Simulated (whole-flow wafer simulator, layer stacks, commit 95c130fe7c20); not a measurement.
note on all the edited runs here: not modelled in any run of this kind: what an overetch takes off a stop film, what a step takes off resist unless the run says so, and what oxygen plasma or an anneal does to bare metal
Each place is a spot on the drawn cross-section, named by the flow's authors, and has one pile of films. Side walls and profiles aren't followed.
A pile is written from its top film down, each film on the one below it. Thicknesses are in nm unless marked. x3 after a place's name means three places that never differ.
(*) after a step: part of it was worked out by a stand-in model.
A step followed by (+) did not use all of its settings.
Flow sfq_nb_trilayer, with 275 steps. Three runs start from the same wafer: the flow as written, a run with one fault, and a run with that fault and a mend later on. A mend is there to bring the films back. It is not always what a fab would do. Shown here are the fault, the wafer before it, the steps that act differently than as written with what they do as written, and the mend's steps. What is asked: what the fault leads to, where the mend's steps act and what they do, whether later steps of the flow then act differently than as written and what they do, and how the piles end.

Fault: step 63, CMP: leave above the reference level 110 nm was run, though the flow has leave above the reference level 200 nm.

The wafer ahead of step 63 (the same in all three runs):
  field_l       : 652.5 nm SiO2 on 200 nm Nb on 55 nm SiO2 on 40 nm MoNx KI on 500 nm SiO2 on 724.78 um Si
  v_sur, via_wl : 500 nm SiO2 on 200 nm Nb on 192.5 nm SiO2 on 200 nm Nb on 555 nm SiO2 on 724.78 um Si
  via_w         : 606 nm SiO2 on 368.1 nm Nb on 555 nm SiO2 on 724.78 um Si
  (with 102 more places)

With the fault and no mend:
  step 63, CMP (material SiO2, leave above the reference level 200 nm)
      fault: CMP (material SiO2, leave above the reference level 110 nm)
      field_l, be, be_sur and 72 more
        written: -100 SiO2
        fault: -190 SiO2
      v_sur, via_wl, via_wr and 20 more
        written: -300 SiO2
        fault: -390 SiO2
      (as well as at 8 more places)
  Later steps of the flow acting differently than as written (not shown: 4 more steps that differ only slightly, by at most 2% or 0.5 nm, whichever is larger):
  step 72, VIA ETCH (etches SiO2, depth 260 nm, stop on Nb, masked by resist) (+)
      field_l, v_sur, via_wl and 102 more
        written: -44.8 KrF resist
        fault: -28.4 KrF resist
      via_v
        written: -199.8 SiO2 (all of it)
        fault: -109.8 SiO2 (all of it)
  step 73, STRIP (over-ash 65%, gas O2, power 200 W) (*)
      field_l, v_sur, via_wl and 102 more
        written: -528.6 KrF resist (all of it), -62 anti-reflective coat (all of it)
        fault: -545 KrF resist (all of it), -62 anti-reflective coat (all of it)
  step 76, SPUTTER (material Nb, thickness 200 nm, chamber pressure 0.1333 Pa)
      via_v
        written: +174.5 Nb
        fault: +192.5 Nb
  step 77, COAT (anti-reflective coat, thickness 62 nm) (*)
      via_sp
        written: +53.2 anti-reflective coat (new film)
        fault: +51.9 anti-reflective coat (new film)
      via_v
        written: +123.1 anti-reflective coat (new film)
        fault: +107.1 anti-reflective coat (new film)
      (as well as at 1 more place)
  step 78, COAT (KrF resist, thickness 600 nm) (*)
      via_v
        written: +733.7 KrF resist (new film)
        fault: +655.6 KrF resist (new film)
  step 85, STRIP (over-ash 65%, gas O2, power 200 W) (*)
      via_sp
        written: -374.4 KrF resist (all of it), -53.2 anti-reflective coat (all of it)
        fault: -382.6 KrF resist (all of it), -51.9 anti-reflective coat (all of it)
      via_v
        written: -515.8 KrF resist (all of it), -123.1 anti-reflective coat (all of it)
        fault: -437.9 KrF resist (all of it), -107.1 anti-reflective coat (all of it)
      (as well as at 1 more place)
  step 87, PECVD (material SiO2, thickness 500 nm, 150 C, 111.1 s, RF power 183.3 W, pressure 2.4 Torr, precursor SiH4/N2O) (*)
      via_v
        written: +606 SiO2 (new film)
        fault: +500 SiO2 (new film)
  At field_l, v_sur, via_wl and 103 more, the piles at the end differ from the flow's by more than 2% or 0.5 nm, whichever is larger.
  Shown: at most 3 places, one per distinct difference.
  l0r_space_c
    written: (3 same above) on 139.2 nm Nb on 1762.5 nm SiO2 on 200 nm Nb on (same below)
    fault: (3 same above) on 139.2 nm Nb on 1672.5 nm SiO2 on 200 nm Nb on (same below)
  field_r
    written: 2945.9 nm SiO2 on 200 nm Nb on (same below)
    fault: 2855.9 nm SiO2 on 200 nm Nb on (same below)
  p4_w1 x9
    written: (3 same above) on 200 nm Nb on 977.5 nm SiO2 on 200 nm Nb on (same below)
    fault: (3 same above) on 200 nm Nb on 887.5 nm SiO2 on 200 nm Nb on (same below)

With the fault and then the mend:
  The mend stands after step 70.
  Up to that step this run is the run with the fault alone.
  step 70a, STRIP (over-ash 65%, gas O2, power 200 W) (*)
      field_l, v_sur, via_wl and 102 more
        -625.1 KrF resist (all of it), -62 anti-reflective coat (all of it)
      via_v
        -62 anti-reflective coat (all of it)
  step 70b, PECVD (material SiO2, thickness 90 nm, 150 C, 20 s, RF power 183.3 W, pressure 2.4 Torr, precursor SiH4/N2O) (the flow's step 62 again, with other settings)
      field_l, v_sur, via_wl and 103 more
        +90 SiO2
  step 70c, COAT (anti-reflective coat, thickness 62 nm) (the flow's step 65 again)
      field_l, v_sur, via_wl and 103 more
        +62 anti-reflective coat (new film)
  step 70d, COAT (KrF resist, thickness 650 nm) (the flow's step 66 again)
      field_l, v_sur, via_wl and 103 more
        +650 KrF resist (new film)
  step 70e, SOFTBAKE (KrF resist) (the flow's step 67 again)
      leaves every film unchanged at each place that is followed
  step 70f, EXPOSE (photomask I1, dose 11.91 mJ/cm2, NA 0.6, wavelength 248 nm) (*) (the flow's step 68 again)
      leaves every film unchanged at each place that is followed
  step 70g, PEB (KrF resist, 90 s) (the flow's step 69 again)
      field_l, v_sur, via_wl and 103 more
        -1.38 KrF resist
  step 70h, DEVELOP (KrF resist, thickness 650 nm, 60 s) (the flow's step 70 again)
      field_l, v_sur, via_wl and 102 more
        -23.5 KrF resist
      via_v
        -648.6 KrF resist (all of it)
  Later steps of the flow that are run all act as written at every place that is followed, up to a difference of at most 2% or 0.5 nm, whichever is larger.
  The piles end only slightly different from the flow's at the places that both follow, by no more than 2% or 0.5 nm, whichever is larger.
